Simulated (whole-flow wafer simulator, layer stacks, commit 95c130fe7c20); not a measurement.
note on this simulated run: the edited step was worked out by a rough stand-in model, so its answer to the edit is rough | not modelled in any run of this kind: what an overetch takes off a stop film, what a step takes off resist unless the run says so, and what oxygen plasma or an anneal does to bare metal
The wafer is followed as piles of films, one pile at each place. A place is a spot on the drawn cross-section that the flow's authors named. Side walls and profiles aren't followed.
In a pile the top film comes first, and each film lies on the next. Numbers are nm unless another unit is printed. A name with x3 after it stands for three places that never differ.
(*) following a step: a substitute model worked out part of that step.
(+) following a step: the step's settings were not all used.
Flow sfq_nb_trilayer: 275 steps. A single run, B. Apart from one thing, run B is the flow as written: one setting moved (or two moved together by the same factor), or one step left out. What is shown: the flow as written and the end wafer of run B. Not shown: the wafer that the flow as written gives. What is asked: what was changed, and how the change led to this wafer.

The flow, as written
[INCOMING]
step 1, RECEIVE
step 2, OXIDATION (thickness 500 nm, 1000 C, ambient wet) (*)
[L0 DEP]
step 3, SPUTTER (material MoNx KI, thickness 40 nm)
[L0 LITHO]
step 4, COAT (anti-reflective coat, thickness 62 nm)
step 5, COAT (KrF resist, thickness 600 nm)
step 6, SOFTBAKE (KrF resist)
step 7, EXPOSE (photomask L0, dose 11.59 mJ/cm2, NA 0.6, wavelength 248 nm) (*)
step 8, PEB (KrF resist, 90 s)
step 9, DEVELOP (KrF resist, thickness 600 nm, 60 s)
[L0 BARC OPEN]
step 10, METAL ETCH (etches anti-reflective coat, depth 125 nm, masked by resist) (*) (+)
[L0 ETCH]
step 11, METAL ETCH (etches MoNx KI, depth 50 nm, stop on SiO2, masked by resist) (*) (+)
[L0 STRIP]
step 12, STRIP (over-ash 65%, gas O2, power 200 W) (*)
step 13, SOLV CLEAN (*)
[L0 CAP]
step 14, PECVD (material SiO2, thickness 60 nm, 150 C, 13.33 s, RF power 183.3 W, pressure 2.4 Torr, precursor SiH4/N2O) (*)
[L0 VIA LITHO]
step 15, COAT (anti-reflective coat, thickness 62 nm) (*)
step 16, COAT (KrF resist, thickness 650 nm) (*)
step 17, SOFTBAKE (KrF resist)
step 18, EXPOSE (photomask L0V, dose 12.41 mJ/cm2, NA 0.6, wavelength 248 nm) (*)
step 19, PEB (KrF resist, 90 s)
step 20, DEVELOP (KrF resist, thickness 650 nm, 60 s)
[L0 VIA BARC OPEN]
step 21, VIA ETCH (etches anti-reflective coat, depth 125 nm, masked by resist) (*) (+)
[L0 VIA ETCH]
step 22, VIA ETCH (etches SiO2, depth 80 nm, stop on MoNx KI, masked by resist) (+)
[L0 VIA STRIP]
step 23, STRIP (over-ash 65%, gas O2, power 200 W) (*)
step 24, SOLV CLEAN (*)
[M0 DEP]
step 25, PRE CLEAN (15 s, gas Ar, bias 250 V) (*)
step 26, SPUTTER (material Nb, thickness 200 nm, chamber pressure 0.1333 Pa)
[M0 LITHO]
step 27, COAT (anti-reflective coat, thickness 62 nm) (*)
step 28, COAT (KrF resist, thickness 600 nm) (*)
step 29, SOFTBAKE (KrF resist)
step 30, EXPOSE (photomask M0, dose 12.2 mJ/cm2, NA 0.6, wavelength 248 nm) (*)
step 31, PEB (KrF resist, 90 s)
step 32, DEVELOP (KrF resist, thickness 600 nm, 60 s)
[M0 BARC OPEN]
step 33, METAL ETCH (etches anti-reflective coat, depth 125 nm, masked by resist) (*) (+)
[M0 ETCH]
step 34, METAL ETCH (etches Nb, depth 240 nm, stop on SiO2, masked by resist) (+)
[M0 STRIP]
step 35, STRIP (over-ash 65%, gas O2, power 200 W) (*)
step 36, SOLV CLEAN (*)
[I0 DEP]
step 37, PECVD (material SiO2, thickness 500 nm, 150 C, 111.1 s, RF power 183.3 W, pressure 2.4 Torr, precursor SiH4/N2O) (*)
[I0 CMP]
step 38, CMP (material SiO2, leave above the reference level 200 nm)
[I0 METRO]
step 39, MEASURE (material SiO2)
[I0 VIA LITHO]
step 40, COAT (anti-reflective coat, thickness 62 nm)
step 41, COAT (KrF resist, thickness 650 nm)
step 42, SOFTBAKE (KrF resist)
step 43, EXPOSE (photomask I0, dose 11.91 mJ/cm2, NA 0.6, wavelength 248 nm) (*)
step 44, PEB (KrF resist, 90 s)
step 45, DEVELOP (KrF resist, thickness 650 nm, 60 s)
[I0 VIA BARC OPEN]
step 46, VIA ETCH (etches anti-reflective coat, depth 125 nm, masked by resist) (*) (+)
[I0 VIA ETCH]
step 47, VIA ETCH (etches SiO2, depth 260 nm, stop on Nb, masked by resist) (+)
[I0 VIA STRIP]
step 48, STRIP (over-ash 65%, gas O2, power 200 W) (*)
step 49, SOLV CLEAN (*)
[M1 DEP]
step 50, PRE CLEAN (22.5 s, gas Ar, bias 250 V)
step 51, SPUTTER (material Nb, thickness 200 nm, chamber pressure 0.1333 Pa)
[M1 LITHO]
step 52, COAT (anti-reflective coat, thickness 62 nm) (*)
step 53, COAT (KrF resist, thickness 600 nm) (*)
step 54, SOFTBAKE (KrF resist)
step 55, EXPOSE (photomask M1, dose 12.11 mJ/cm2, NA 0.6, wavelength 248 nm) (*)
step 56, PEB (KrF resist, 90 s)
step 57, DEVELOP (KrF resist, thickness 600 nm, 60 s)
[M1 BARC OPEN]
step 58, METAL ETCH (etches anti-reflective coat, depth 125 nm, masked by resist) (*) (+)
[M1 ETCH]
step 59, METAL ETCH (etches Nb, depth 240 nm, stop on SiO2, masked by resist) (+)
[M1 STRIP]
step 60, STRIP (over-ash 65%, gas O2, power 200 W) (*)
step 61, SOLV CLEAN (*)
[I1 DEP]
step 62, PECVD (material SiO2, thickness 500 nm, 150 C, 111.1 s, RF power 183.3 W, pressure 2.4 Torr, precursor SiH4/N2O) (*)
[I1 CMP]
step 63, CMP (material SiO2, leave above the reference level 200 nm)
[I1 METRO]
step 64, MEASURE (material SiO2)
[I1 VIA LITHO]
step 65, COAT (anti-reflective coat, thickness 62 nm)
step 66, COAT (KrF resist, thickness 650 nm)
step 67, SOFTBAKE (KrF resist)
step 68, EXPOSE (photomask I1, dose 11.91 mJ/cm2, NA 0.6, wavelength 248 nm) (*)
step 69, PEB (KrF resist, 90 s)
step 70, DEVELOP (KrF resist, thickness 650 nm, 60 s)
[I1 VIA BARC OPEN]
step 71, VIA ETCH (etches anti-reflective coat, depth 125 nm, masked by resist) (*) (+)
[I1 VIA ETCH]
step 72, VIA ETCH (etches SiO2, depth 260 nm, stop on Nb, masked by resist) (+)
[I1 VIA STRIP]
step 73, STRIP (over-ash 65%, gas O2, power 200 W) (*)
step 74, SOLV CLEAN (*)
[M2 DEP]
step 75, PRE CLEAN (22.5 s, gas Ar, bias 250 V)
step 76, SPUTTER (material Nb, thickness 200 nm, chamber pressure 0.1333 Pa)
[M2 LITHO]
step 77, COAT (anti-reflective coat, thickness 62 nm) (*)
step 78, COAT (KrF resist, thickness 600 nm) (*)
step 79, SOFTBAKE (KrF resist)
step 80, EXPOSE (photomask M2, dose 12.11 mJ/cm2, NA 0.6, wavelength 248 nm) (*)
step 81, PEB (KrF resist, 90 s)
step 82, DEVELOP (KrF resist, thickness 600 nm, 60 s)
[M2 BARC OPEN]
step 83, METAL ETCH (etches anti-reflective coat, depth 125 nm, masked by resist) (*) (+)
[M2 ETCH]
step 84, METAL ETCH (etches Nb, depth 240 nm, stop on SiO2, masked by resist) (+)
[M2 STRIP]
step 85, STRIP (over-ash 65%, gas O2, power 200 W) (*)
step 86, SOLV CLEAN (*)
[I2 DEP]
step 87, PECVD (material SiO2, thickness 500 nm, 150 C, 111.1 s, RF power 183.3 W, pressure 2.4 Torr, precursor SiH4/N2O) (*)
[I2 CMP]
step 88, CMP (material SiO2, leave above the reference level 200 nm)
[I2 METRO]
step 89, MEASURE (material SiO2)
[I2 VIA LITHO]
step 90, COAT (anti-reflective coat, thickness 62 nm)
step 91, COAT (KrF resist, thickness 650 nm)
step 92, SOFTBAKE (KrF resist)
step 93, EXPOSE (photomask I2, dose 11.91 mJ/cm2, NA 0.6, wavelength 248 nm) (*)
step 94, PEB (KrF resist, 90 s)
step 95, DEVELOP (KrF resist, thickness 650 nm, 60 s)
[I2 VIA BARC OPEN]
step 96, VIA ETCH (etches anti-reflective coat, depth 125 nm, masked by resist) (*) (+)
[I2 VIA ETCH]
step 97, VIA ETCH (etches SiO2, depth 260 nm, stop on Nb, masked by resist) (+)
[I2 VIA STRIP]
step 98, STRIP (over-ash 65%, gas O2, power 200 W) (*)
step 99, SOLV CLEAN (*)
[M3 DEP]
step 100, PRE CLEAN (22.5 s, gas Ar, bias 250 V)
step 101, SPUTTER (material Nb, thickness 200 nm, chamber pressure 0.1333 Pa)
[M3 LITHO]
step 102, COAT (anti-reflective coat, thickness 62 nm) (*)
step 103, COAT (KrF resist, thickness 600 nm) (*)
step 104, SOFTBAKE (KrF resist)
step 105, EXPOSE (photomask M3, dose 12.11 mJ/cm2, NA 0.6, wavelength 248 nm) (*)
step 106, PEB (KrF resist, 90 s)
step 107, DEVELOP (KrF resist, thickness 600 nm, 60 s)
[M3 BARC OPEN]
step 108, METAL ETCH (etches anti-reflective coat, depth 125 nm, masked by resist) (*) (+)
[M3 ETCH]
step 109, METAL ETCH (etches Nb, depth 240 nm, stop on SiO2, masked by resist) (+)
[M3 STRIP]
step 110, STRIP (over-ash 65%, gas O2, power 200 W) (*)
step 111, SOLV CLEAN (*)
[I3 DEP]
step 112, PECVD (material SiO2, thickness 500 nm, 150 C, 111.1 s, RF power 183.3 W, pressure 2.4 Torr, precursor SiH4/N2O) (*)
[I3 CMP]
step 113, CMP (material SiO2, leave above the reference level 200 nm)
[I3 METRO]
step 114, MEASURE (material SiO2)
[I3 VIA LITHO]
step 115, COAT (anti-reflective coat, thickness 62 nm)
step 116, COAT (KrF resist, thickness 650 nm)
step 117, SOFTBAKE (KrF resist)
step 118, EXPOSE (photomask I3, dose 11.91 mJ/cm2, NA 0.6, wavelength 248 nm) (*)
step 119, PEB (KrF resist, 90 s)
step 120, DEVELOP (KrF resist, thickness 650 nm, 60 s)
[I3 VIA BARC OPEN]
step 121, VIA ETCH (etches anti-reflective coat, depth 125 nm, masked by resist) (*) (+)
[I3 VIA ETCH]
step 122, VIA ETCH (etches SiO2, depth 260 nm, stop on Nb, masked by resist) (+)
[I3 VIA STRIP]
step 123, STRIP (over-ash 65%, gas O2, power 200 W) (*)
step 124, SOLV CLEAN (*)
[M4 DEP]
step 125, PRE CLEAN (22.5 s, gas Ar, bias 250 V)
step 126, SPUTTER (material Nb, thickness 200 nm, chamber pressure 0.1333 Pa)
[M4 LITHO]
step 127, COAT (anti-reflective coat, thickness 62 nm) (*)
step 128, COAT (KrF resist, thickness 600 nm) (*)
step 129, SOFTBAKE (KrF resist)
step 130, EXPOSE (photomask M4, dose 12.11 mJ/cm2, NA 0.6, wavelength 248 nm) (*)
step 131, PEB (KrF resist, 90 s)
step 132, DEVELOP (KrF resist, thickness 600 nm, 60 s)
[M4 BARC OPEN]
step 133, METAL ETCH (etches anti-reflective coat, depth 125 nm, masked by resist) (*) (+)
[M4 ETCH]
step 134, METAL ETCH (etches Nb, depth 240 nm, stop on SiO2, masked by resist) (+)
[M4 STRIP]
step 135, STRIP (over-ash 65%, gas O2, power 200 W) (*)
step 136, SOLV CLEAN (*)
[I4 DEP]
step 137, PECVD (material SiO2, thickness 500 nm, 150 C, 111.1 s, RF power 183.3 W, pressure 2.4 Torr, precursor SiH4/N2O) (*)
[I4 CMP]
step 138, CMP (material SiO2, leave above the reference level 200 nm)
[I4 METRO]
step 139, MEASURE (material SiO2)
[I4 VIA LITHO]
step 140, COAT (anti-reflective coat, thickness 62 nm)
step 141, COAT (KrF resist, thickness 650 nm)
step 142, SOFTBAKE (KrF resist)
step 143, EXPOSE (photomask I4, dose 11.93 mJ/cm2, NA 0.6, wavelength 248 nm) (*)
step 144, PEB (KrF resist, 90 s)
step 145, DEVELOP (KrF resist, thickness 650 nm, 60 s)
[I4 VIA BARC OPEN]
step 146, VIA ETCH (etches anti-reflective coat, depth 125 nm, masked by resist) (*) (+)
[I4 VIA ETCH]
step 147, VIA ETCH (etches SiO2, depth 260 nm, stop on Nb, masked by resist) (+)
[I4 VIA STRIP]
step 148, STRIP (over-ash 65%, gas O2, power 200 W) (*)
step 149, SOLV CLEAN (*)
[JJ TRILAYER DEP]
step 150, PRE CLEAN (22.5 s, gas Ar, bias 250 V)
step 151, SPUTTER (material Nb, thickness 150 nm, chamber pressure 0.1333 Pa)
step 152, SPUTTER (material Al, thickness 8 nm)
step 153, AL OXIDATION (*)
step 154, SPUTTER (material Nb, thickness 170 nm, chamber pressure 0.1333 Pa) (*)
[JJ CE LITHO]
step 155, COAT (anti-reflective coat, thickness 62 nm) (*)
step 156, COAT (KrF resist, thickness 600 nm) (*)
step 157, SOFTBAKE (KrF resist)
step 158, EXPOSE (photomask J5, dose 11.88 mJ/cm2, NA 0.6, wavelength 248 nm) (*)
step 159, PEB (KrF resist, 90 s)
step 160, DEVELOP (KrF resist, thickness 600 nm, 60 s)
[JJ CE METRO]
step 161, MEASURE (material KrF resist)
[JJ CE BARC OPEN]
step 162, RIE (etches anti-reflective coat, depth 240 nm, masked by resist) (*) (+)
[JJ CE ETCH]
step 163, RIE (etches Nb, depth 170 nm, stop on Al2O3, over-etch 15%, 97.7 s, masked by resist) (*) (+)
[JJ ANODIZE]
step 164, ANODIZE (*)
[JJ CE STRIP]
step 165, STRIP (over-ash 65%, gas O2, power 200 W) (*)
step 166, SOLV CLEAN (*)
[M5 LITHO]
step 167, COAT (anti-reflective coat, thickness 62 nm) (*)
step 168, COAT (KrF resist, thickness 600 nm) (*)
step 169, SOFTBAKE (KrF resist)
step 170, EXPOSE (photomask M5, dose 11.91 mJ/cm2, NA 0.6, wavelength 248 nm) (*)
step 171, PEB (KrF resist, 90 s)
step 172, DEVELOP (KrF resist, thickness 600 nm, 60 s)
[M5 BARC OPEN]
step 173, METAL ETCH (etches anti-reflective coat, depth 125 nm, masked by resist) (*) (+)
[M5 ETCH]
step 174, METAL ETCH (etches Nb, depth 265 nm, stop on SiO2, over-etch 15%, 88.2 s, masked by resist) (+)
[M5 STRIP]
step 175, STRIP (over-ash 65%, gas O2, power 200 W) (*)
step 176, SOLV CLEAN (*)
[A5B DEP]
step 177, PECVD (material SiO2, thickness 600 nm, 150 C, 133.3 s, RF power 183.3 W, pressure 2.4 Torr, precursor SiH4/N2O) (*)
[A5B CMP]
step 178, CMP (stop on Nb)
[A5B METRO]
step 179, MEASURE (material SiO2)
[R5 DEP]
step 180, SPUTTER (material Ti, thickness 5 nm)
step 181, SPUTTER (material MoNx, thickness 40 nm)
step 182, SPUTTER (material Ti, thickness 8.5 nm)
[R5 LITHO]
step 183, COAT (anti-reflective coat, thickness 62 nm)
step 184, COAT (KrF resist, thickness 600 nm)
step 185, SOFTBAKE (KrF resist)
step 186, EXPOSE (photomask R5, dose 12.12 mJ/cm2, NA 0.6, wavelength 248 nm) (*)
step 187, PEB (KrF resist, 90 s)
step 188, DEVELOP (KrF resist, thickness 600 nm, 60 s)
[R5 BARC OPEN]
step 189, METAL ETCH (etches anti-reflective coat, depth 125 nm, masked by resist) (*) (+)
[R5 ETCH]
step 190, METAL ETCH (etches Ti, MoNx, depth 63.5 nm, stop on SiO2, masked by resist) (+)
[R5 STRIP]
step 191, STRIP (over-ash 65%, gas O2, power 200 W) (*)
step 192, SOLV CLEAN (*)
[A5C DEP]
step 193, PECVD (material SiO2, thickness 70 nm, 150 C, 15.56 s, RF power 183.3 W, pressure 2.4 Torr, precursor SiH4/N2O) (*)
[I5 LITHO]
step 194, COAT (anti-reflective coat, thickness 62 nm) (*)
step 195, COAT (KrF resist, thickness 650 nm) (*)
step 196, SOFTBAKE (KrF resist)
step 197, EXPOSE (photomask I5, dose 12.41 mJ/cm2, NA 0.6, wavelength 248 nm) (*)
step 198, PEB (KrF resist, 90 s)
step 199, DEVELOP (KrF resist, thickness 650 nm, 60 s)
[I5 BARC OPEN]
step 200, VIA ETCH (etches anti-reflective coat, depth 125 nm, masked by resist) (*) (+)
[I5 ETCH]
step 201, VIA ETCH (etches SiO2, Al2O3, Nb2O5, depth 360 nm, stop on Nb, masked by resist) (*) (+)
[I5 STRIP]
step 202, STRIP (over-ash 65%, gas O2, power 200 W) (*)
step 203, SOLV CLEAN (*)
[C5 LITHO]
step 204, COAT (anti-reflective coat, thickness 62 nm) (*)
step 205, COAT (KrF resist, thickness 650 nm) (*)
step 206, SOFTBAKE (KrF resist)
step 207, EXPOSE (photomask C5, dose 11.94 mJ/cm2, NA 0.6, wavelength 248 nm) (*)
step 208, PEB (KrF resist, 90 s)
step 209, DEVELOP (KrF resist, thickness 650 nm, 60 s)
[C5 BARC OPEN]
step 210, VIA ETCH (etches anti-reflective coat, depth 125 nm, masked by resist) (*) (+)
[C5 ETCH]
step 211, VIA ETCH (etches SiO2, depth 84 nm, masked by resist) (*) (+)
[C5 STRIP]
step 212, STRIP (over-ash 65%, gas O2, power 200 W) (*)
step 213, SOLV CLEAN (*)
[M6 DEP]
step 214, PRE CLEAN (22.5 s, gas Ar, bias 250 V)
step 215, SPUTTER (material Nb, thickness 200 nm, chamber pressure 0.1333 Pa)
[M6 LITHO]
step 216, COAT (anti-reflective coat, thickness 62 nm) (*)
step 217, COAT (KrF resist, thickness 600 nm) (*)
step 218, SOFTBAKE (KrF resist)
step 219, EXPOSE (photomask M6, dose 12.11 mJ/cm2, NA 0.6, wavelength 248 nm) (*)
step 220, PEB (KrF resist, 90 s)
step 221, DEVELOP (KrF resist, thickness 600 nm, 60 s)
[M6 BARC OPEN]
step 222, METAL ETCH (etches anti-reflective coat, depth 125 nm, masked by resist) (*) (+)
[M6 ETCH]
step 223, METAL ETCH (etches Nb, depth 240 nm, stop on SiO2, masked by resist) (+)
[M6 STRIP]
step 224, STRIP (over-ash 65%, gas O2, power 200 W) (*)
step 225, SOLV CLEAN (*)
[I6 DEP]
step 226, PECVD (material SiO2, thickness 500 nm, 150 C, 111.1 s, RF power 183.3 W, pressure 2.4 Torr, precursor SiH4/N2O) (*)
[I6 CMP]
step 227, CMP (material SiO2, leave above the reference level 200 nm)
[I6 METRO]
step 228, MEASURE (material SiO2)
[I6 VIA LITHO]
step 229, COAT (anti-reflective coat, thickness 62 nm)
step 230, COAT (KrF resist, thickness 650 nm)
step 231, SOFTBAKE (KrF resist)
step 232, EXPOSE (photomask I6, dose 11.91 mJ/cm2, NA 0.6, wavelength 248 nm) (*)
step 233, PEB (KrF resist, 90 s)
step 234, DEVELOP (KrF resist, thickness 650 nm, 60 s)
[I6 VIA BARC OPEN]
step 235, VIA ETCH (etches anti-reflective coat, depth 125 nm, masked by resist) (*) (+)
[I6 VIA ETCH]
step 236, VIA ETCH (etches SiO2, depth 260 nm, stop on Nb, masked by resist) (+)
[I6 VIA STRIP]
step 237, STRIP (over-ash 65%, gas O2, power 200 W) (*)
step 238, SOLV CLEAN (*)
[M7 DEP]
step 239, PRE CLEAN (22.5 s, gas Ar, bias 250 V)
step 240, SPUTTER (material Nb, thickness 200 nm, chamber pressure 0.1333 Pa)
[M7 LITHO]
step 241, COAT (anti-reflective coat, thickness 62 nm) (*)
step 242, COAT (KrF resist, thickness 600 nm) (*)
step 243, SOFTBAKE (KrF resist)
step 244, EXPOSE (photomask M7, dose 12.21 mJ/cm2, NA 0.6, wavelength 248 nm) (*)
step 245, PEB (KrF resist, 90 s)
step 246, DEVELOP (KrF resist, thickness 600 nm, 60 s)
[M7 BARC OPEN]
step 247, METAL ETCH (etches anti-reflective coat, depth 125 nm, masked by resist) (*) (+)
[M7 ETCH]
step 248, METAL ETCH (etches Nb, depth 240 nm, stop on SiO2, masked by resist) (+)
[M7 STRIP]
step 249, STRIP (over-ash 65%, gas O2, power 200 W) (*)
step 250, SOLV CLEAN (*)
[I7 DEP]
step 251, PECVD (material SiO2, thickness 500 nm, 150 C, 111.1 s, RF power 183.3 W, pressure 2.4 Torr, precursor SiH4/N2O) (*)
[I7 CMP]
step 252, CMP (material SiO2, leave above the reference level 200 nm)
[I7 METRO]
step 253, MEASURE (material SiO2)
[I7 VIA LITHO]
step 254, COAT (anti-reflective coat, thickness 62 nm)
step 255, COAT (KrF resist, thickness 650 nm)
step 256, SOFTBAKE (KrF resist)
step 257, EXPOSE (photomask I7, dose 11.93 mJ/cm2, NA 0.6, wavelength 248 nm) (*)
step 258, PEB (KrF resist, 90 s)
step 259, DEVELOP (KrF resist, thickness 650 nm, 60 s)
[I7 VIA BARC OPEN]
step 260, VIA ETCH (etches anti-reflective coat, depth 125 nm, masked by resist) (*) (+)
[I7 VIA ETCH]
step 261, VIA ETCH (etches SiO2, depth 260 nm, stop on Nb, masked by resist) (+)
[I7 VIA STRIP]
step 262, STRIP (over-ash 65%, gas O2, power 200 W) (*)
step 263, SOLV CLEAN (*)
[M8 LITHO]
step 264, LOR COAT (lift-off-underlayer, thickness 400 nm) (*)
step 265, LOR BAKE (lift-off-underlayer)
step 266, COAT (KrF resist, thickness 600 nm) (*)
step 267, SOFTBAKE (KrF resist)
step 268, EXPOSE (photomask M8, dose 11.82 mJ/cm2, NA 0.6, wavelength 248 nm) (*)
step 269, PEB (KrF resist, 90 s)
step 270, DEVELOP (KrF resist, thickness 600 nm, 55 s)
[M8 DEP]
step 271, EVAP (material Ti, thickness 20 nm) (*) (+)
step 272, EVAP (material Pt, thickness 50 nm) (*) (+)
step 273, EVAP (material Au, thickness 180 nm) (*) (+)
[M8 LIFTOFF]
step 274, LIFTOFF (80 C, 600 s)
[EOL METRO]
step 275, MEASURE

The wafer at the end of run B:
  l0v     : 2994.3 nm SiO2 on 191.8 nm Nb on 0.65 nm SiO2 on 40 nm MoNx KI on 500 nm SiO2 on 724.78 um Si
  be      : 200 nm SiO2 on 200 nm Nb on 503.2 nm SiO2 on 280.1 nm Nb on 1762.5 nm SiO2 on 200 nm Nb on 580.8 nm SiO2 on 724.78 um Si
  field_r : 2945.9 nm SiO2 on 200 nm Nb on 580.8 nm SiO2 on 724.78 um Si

What caused this: step 14, PECVD: thickness 85.8 nm was run, whereas the flow has thickness 60 nm; step 14, PECVD: 19.07 s was run, where the flow has 13.33 s.

Step by step, how the change led to this:
  step 14, PECVD (material SiO2, thickness 60 nm, 150 C, 13.33 s, RF power 183.3 W, pressure 2.4 Torr, precursor SiH4/N2O) (*)
      v_sur, via_wl, via_w and 97 more: SiO2 gains 85.8 (it would be, as written: SiO2 gains 60)
      field_l, l0_sur, l0v, l0r_line_l, l0r_line_c, l0r_line_r: SiO2 gains 85.8 (new film) (it would be, as written: SiO2 gains 60 (new film))
  step 22, VIA ETCH (etches SiO2, depth 80 nm, stop on MoNx KI, masked by resist) (+)
      l0v: SiO2 loses 80 (it would be, as written: SiO2 loses 59.8 (all of it))
  step 25, PRE CLEAN (15 s, gas Ar, bias 250 V) (*)
      l0v: SiO2 loses 5 (it would be, as written: MoNx KI loses 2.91)
  step 27, COAT (anti-reflective coat, thickness 62 nm) (*)
      l0_sur: anti-reflective coat gains 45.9 (new film) (it would be, as written: anti-reflective coat gains 47.5 (new film))
      l0v: anti-reflective coat gains 83.5 (new film) (it would be, as written: anti-reflective coat gains 78 (new film))
  step 28, COAT (KrF resist, thickness 600 nm) (*)
      l0v: KrF resist gains 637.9 (new film) (it would be, as written: KrF resist gains 622.9 (new film))
  step 35, STRIP (over-ash 65%, gas O2, power 200 W) (*)
      l0_sur: KrF resist loses 369.5 (all of it), anti-reflective coat loses 45.9 (all of it) (it would be, as written: KrF resist loses 372 (all of it), anti-reflective coat loses 47.5 (all of it))
      l0v: KrF resist loses 420.2 (all of it), anti-reflective coat loses 83.5 (all of it) (it would be, as written: KrF resist loses 405.3 (all of it), anti-reflective coat loses 78 (all of it))
  step 38, CMP (material SiO2, leave above the reference level 200 nm)
      l0v: SiO2 loses 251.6 (it would be, as written: SiO2 loses 277.8)
With metal films that touch counted as one body, l0v has 2 bodies (between them, from the top down: SiO2 0.65); the flow as written gives 1 body.
